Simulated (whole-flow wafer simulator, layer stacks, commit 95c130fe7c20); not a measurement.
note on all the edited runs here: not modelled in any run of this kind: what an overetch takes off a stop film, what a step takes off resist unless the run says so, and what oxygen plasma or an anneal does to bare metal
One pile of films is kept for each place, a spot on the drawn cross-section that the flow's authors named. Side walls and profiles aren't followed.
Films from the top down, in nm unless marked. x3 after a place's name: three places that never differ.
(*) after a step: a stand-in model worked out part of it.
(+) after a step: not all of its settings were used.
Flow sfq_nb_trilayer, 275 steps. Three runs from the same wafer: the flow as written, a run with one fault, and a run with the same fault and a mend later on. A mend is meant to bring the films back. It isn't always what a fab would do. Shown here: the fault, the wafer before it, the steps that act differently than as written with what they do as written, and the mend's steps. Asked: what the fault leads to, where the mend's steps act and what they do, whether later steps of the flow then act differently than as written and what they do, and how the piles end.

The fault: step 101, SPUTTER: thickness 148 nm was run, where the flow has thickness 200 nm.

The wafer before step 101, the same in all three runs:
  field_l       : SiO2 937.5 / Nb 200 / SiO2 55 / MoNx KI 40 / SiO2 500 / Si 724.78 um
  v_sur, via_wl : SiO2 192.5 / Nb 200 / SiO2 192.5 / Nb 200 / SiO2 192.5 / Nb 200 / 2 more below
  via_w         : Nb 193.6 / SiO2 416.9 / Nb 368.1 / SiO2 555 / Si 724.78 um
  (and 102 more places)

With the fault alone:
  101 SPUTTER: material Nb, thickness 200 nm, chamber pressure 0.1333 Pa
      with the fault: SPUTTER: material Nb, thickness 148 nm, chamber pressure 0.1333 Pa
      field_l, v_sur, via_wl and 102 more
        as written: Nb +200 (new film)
        with the fault: Nb +148 (new film)
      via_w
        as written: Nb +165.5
        with the fault: Nb +122.2
  Later steps of the flow that act differently than as written (4 more steps differ only slightly, by at most 2% or 0.5 nm, whichever is larger, and aren't shown):
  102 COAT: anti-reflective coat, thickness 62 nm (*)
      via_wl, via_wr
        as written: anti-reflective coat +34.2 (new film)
        with the fault: anti-reflective coat +33.5 (new film)
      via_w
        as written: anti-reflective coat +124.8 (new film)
        with the fault: anti-reflective coat +122.2 (new film)
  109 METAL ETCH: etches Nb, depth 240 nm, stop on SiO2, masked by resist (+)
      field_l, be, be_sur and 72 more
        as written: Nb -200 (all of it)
        with the fault: Nb -148 (all of it)
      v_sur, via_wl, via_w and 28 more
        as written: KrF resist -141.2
        with the fault: KrF resist -130.6
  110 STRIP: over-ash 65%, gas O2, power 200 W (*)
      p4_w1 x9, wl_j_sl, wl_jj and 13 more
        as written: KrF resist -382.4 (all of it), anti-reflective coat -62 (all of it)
        with the fault: KrF resist -393 (all of it), anti-reflective coat -62 (all of it)
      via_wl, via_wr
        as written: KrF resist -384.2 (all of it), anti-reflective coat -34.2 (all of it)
        with the fault: KrF resist -396.1 (all of it), anti-reflective coat -33.5 (all of it)
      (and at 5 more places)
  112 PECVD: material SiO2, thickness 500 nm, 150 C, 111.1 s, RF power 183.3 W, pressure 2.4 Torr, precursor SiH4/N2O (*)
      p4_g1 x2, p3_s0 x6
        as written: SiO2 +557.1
        with the fault: SiO2 +505.1
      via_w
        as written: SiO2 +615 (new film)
        with the fault: SiO2 +601.1 (new film)
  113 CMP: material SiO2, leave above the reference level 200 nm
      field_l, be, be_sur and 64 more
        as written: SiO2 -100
        with the fault: SiO2 -152
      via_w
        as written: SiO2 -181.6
        with the fault: SiO2 -176.4
  At the end the piles differ from the flow's by more than 2% or 0.5 nm, whichever is larger, at v_sur, via_wl, via_w and 86 more.
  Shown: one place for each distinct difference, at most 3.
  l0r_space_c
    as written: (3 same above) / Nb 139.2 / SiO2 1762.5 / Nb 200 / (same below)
    with the fault: (3 same above) / Nb 139.2 / SiO2 1710.5 / Nb 200 / (same below)
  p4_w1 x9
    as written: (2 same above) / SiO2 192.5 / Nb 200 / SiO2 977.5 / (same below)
    with the fault: (2 same above) / SiO2 192.5 / Nb 148 / SiO2 977.5 / (same below)
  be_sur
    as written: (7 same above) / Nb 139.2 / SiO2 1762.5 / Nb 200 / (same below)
    with the fault: (7 same above) / Nb 139.2 / SiO2 1710.5 / Nb 200 / (same below)

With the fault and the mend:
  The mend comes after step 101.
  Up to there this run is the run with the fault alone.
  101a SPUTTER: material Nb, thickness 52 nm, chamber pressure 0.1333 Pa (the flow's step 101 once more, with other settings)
      field_l, v_sur, via_wl and 102 more
        Nb +52
      via_w
        Nb +40.5
  No later step of the flow acts differently than as written, at any place that is followed, by more than 2% or 0.5 nm, whichever is larger.
  At the end the piles differ from the flow's only slightly at the places that both follow, by at most 2% or 0.5 nm, whichever is larger.
